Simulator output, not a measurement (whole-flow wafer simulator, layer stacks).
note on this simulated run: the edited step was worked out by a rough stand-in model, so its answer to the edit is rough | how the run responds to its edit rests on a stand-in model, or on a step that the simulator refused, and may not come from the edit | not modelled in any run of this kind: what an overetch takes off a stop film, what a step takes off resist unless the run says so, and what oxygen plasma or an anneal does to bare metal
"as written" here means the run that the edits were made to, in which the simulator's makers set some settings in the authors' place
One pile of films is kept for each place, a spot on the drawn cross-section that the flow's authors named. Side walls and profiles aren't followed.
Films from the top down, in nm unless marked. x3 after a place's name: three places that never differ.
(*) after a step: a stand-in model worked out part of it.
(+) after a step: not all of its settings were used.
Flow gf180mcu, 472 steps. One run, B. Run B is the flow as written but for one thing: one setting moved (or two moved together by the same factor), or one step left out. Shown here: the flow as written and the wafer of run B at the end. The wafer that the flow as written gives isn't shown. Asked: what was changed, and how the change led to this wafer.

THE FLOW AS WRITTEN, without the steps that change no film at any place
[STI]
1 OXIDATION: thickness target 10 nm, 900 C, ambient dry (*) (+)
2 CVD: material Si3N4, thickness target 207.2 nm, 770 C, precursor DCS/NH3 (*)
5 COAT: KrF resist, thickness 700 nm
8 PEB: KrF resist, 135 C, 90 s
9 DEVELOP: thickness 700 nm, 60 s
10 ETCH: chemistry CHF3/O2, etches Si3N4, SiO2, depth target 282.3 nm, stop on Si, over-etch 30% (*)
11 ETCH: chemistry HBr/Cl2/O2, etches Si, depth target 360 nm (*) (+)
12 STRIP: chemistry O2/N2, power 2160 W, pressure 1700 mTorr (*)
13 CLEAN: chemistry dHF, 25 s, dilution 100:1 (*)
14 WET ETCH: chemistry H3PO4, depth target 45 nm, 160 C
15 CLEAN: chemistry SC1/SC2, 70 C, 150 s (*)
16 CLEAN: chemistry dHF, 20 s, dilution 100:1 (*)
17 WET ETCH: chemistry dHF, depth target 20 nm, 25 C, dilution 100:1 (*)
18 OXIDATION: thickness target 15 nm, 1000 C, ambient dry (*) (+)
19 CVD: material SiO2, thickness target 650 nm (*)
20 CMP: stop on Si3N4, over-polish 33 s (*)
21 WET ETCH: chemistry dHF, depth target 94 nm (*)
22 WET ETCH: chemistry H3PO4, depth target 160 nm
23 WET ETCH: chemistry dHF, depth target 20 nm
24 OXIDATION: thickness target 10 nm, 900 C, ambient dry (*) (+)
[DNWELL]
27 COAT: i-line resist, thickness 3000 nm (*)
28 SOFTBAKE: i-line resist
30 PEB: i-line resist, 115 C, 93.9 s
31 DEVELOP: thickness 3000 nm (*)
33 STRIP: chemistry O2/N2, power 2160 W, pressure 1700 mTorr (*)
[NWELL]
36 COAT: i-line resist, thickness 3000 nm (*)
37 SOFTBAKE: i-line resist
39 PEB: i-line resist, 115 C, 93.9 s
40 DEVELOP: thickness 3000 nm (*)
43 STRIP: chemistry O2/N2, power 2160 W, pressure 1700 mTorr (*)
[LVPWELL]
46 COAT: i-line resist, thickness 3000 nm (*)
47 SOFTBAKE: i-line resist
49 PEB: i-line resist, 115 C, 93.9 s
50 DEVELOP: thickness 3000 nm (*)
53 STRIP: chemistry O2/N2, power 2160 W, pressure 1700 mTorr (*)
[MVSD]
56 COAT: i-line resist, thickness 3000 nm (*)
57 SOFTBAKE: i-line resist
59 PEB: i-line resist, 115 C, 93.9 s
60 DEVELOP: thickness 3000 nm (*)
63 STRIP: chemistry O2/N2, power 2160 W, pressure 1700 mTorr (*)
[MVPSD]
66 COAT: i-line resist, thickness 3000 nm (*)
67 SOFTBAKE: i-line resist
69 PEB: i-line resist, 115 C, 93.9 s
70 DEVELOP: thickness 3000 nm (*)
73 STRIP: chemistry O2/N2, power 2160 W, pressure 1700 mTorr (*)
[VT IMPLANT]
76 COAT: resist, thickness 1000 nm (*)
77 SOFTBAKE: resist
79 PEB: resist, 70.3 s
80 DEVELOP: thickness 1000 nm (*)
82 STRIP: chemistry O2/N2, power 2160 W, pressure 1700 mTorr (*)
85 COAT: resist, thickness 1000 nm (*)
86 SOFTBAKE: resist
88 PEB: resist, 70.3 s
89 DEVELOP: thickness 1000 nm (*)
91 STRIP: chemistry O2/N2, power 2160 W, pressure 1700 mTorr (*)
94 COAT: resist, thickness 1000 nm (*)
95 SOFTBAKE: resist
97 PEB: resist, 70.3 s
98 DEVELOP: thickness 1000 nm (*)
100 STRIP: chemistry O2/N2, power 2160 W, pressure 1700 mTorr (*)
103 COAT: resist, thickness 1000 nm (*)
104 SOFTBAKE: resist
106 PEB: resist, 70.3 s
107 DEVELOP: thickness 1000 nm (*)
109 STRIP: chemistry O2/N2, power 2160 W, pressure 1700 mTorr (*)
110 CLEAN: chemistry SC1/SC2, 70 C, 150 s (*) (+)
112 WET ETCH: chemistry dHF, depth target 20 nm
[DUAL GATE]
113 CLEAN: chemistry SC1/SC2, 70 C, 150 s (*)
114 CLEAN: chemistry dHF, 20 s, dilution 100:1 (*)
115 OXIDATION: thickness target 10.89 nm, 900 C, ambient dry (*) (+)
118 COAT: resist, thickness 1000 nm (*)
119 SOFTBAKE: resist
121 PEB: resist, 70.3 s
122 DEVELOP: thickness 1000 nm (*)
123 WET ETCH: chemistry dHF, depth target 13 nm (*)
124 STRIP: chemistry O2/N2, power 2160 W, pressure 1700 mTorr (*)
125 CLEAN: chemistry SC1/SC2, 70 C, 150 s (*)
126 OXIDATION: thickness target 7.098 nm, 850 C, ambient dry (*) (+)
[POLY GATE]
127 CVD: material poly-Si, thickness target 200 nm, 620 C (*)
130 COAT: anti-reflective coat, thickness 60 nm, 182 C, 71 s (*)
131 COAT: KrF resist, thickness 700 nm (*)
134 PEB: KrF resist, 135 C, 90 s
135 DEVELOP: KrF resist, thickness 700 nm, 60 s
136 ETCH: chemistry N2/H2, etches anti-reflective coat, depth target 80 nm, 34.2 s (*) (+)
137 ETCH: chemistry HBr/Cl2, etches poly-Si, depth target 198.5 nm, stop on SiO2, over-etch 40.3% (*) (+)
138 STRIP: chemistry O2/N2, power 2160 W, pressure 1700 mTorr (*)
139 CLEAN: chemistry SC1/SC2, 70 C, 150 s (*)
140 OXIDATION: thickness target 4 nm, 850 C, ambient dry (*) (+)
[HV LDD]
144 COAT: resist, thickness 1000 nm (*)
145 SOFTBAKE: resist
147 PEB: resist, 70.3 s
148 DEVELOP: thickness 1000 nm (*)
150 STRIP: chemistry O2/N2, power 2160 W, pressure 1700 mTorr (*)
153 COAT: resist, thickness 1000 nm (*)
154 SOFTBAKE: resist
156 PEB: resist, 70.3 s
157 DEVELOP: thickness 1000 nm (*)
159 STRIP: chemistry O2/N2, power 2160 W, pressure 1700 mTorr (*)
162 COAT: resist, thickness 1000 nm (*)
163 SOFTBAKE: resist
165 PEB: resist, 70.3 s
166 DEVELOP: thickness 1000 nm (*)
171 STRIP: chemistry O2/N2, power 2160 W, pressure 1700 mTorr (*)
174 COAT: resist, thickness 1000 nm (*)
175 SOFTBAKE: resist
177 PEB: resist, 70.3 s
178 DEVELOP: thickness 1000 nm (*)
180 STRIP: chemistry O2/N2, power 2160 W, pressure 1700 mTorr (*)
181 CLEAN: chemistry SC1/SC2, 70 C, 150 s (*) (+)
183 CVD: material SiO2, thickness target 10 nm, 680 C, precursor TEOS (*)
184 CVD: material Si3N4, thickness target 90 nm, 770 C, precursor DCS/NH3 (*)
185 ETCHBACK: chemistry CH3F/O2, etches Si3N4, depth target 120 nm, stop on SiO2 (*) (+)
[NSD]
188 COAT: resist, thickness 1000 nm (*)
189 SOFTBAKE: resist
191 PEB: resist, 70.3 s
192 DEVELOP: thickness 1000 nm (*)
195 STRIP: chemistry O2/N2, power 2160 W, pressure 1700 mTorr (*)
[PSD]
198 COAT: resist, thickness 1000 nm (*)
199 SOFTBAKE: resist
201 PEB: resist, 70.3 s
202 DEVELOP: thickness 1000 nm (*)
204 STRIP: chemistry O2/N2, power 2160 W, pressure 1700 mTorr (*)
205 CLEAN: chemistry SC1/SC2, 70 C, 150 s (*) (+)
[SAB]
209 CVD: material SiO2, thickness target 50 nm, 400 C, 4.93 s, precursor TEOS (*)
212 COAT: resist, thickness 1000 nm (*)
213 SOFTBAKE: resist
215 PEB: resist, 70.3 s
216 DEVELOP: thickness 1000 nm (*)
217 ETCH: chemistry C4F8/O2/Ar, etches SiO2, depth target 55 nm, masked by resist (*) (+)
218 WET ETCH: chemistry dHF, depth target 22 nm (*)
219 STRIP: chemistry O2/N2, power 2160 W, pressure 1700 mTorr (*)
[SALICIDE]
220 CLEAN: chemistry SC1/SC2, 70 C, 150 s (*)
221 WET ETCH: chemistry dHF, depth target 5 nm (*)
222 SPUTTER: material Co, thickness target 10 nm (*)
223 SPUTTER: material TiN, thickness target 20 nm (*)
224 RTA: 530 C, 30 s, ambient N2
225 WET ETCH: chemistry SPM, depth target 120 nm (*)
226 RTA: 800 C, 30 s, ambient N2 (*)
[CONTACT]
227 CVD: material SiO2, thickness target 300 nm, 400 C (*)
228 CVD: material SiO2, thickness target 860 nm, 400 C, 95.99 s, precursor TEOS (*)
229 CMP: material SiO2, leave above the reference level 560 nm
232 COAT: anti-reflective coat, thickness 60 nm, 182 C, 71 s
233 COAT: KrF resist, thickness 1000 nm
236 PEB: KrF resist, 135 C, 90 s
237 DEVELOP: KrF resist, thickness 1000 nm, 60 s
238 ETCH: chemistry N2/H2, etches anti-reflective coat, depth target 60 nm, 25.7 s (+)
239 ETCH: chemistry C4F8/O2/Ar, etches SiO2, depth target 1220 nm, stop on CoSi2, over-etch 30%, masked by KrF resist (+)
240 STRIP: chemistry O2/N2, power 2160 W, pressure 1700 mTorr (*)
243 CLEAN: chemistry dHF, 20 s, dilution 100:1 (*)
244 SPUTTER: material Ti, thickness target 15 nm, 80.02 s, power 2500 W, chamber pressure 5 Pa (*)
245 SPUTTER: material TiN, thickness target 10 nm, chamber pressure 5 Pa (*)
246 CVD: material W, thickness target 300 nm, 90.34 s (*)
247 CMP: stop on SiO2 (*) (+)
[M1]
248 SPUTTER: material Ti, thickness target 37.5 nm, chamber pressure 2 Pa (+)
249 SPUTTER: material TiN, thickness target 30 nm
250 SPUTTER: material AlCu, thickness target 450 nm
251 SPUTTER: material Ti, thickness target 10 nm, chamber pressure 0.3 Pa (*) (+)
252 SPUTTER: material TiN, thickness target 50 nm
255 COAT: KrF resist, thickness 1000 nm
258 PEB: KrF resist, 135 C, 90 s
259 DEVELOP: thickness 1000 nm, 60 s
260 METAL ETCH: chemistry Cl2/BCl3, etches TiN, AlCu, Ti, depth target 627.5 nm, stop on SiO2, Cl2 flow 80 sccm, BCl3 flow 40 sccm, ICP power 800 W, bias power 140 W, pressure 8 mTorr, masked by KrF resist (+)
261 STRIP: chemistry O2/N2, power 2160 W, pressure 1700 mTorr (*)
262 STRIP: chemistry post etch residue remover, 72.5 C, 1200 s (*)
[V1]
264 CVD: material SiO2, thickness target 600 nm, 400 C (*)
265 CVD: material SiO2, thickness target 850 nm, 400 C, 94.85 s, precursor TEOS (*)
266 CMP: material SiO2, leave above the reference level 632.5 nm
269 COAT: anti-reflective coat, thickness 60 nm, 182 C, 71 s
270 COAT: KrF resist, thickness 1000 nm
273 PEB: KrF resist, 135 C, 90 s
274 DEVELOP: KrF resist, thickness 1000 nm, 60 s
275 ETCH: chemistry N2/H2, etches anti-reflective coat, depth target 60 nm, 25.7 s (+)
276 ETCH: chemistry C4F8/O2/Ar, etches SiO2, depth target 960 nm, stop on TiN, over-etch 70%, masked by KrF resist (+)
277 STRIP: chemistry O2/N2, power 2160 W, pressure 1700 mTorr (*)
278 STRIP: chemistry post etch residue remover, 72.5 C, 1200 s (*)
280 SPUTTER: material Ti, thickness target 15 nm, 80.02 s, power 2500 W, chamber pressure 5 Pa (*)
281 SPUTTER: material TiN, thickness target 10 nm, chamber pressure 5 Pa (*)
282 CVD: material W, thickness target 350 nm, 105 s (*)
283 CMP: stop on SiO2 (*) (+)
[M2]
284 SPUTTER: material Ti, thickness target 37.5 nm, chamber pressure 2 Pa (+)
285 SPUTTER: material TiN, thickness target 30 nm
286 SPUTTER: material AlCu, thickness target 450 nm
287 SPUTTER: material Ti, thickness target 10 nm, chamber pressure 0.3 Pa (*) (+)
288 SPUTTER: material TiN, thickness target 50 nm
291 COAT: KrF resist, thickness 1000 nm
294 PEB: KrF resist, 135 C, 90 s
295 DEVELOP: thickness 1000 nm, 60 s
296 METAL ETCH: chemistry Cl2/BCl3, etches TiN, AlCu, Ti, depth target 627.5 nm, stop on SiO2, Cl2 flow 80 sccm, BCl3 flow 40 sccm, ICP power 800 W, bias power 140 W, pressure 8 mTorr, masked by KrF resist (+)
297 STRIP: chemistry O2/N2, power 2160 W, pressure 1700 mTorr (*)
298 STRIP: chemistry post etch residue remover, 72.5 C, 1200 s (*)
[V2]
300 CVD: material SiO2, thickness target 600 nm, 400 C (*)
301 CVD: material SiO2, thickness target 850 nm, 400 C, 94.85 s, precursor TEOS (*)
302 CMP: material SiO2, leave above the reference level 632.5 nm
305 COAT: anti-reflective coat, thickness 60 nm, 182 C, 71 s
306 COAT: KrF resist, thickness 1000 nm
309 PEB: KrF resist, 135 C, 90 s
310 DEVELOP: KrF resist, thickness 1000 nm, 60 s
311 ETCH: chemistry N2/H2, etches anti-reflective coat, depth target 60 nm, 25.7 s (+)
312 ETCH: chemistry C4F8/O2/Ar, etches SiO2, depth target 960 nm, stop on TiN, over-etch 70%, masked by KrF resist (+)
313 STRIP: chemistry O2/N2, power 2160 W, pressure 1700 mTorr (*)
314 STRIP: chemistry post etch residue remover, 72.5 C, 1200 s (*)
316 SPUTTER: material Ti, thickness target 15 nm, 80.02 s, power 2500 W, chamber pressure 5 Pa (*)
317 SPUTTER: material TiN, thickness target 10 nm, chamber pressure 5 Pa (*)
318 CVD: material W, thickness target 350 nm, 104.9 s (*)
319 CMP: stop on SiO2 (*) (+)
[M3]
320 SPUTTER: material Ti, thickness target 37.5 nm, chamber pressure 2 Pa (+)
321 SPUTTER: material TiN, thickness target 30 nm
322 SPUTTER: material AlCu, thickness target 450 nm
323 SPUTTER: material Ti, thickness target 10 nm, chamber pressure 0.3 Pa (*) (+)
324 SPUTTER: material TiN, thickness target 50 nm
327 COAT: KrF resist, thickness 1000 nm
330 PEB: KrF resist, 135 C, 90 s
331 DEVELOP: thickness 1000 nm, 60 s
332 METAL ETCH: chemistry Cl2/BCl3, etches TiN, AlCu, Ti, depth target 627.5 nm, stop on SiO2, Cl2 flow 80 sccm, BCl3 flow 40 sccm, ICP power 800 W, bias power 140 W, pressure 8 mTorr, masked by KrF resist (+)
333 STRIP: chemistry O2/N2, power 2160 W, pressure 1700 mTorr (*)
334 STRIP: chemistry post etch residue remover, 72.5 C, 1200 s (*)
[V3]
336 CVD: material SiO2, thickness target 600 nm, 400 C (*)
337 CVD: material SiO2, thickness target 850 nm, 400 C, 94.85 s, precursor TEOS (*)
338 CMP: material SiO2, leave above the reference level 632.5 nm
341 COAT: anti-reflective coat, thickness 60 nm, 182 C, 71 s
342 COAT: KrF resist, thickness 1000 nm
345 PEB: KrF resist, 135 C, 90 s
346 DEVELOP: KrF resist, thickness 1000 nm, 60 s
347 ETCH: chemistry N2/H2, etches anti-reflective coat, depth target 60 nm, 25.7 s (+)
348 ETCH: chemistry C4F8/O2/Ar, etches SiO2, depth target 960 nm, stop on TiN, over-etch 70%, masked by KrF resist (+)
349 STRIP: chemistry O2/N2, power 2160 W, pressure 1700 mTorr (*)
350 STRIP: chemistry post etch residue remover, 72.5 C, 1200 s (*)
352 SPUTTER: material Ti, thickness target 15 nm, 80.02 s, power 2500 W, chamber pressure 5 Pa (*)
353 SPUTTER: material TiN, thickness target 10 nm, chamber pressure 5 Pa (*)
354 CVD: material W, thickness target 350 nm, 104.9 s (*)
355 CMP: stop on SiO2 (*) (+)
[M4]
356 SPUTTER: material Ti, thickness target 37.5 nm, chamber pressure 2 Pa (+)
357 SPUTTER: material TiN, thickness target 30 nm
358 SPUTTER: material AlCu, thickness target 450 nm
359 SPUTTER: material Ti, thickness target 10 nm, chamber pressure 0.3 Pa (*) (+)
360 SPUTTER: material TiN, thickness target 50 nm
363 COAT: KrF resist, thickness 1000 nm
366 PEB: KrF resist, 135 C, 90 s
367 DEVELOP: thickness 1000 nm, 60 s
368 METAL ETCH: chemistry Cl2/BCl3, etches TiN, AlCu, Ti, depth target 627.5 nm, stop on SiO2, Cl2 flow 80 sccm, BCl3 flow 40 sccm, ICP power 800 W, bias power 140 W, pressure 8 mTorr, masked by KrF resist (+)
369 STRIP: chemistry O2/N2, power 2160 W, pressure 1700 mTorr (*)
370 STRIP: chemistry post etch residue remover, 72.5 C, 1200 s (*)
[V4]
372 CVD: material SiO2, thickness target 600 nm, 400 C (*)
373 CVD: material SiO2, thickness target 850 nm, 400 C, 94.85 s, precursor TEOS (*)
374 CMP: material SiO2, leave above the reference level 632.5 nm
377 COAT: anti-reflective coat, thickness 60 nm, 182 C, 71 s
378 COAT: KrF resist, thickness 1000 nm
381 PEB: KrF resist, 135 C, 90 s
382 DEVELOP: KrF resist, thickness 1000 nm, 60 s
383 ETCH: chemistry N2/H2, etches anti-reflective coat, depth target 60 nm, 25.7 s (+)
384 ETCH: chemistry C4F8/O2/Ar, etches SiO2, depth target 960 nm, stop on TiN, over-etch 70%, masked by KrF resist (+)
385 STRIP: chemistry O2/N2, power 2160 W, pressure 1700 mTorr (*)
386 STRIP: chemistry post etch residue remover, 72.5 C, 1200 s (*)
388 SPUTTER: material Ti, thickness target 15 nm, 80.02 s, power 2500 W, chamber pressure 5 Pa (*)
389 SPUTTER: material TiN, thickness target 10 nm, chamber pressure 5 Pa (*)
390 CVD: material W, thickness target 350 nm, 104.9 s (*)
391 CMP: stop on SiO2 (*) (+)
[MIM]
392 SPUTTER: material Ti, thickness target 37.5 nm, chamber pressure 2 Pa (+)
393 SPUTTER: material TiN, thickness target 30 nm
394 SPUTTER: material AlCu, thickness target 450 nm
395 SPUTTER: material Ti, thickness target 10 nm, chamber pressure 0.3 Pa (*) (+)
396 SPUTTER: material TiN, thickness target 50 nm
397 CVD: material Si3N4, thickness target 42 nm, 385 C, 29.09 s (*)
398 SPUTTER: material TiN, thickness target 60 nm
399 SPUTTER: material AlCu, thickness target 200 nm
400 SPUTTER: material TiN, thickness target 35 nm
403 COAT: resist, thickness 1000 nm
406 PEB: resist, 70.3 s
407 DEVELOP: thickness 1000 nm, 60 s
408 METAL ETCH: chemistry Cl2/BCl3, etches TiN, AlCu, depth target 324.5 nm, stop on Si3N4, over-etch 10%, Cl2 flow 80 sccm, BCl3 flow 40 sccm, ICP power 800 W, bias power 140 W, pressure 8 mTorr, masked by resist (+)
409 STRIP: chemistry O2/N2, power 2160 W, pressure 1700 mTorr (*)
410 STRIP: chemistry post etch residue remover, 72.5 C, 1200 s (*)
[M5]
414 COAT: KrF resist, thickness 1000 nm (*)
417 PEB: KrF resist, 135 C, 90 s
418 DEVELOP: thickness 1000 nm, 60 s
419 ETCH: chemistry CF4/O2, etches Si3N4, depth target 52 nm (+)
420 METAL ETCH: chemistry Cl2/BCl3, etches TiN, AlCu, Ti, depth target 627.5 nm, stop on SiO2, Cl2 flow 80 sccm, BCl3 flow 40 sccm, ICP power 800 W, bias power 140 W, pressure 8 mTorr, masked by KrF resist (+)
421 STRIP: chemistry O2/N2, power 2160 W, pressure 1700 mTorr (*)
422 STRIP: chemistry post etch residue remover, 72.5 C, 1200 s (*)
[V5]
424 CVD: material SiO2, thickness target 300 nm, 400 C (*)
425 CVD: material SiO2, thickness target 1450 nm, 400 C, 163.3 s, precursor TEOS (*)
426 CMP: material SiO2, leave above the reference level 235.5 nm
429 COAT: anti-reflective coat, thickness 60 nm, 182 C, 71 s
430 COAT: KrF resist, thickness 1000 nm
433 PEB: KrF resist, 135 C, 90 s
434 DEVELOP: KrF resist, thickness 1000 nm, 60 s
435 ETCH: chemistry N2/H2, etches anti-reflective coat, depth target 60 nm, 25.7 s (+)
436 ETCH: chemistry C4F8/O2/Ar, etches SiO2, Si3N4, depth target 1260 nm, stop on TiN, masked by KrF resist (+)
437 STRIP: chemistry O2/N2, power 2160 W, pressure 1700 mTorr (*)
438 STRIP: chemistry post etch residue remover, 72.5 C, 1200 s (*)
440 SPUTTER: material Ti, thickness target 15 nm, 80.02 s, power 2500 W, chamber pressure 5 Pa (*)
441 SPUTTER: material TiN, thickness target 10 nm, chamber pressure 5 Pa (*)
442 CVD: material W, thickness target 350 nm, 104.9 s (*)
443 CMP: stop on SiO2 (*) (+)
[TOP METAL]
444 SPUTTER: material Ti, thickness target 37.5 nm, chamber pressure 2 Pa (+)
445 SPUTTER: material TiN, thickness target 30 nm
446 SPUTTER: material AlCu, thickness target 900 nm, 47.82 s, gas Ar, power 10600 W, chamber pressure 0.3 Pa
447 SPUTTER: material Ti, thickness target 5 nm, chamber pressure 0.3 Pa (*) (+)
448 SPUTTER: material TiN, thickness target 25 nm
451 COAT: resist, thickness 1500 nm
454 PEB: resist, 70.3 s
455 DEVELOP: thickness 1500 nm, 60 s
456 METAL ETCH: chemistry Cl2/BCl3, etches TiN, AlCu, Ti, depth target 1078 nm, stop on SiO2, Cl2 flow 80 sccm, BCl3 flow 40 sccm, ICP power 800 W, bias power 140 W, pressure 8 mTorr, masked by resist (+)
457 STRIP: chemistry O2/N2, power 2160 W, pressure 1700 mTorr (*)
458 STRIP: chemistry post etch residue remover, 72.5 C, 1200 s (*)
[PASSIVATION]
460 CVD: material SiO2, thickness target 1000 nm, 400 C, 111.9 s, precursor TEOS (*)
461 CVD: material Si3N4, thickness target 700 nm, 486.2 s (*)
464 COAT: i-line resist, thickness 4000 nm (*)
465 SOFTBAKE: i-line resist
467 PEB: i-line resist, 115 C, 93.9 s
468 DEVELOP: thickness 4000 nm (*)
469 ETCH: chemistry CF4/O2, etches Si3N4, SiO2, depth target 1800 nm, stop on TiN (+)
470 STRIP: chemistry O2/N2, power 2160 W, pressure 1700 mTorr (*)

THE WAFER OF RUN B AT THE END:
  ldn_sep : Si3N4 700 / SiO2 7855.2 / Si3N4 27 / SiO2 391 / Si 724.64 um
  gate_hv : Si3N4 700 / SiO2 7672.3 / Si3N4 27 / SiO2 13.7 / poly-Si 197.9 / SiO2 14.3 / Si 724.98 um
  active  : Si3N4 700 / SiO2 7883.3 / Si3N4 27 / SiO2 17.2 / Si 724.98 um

The cause: step 185, ETCHBACK: depth target 58.8 nm was run, where the flow has depth target 120 nm.

How the change led to this, step by step:
  185 ETCHBACK: chemistry CH3F/O2, etches Si3N4, depth target 120 nm, stop on SiO2 (*) (+)
      field, field__w1, field__w2 and 100 more: Si3N4 -58.8 (as written it would be: Si3N4 -90 (all of it), SiO2 -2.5)
  188 COAT: resist, thickness 1000 nm (*)
      spacer: resist +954 (new film) (as written it would be: resist +920.2 (new film))
  189 SOFTBAKE: resist
      field__w9: resist -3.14 (as written it would be: resist +6.92)
      nw_enc_fld_lv: resist +5.57 (as written it would be: resist +0.86)
  191 PEB: resist, 70.3 s
      spacer: resist -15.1 (as written it would be: resist -14.3)
  192 DEVELOP: thickness 1000 nm (*)
      spacer: resist -938.9 (all of it) (as written it would be: resist -905.9 (all of it))
  198 COAT: resist, thickness 1000 nm (*)
      spacer: resist +954 (new film) (as written it would be: resist +920.2 (new film))
  199 SOFTBAKE: resist
      field__w9: resist -3.14 (as written it would be: resist +6.92)
      nw_enc_fld_lv: resist +5.57 (as written it would be: resist +0.86)
  201 PEB: resist, 70.3 s
      spacer: resist -15.1 (as written it would be: resist -14.3)
  204 STRIP: chemistry O2/N2, power 2160 W, pressure 1700 mTorr (*)
      spacer: resist -938.9 (all of it) (as written it would be: resist -905.9 (all of it))
  205 CLEAN: chemistry SC1/SC2, 70 C, 150 s (*) (+)
      field, field__w1, field__w2 and 105 more: Si3N4 -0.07 (as written it would be: SiO2 -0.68)
  209 CVD: material SiO2, thickness target 50 nm, 400 C, 4.93 s, precursor TEOS (*)
      field, field__w7, field__w8 and 73 more: SiO2 +50 (new film) (as written it would be: SiO2 +50)
      field_sub__w1, field_sub__w3, field_sub__w4, field_sub__w5, ld_drift_n: SiO2 +48.8 (new film) (as written it would be: SiO2 +48.9)
      (and at 27 more places)
  212 COAT: resist, thickness 1000 nm (*)
      spacer: resist +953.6 (new film) (as written it would be: resist +919.4 (new film))
  215 PEB: resist, 70.3 s
      spacer: resist -15.1 (as written it would be: resist -14.3)
  216 DEVELOP: thickness 1000 nm (*)
      spacer: resist -938.5 (all of it) (as written it would be: resist -905.1 (all of it))
  217 ETCH: chemistry C4F8/O2/Ar, etches SiO2, depth target 55 nm, masked by resist (*) (+)
      field, field__w7, field__w8 and 70 more: SiO2 -50 (all of it), Si3N4 -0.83 (as written it would be: SiO2 -55)
      field_sub__w1, field_sub__w3, field_sub__w4, field_sub__w5, ld_drift_n: SiO2 -48.8 (all of it), Si3N4 -1.03 (as written it would be: SiO2 -55)
      (and at 21 more places)
  218 WET ETCH: chemistry dHF, depth target 22 nm (*)
      gate, gate_hv, gate_p and 23 more: Si3N4 -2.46 (as written it would be: SiO2 -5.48 (all of it))
      field, field__w10, sti and 14 more: Si3N4 -2.46 (as written it would be: SiO2 -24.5)
      (and at 56 more places)
  ... 12 more steps ...
  471 ANNEAL: 400 C, 1800 s, ambient N2/H2
      polyc_n, polyc_p: under 9 films: void +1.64 (new film), Ti -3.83, TiSi first +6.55 (new film), poly-Si -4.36 (as written it would be: nothing)
      contact: under 49 films: void +1.62 (new film), Ti -3.83, TiSi first +6.55 (new film), Si -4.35 (as written it would be: nothing)
Counting metal films that touch as one body, gate_hv has 0 bodies; the flow as written gives 1 body.
Counting metal films that touch as one body, active has 0 bodies; the flow as written gives 1 body.
